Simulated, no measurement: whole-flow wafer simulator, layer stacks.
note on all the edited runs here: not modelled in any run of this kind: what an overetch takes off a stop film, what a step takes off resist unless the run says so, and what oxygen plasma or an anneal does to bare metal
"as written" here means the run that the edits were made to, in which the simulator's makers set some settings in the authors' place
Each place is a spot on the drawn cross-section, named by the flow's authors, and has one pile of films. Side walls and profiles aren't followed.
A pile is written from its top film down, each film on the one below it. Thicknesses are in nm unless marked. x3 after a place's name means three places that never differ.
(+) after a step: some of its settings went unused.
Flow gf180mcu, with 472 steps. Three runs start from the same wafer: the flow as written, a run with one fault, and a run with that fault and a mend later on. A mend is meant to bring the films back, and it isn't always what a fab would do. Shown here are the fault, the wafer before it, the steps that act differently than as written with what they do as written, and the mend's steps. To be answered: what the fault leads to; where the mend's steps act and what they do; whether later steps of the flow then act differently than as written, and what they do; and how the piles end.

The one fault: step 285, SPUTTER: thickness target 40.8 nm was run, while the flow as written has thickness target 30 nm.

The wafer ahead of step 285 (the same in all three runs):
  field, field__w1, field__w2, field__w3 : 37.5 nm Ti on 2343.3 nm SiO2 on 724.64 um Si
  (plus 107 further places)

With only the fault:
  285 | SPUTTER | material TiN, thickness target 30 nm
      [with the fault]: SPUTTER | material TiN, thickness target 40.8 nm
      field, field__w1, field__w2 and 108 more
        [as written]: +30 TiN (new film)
        [with the fault]: +40.8 TiN (new film)
  Steps later in the flow that act otherwise than as written:
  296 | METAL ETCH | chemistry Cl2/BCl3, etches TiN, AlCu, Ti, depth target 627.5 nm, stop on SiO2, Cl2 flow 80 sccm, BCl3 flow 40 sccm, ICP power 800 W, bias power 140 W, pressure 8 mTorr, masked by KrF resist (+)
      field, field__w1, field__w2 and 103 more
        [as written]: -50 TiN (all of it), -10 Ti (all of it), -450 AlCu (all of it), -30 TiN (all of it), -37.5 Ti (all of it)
        [with the fault]: -50 TiN (all of it), -10 Ti (all of it), -450 AlCu (all of it), -40.8 TiN (all of it), -37.5 Ti (all of it)
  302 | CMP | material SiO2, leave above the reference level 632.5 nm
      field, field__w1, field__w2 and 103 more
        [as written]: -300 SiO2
        [with the fault]: -289.2 SiO2
  By the end, the piles at field__w8, contact, m1, m1__w1, m1_nw depart from the flow's by more than 2% or 0.5 nm, whichever is larger.
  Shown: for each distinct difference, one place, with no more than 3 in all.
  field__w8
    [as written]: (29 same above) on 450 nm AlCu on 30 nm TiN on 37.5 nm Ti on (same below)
    [with the fault]: (29 same above) on 450 nm AlCu on 40.8 nm TiN on 37.5 nm Ti on (same below)
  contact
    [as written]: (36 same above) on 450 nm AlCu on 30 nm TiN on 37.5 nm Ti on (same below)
    [with the fault]: (36 same above) on 450 nm AlCu on 40.8 nm TiN on 37.5 nm Ti on (same below)

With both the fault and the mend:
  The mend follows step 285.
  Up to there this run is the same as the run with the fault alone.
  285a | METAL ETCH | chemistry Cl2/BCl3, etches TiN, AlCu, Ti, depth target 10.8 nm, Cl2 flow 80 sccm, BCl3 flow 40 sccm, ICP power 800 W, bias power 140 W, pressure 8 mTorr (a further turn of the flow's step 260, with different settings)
      field, field__w1, field__w2 and 108 more
        -10.8 TiN
  None of the later steps of the flow acts differently than as written at any place that is followed.
  By the end, the piles equal the flow's at every place that both follow.
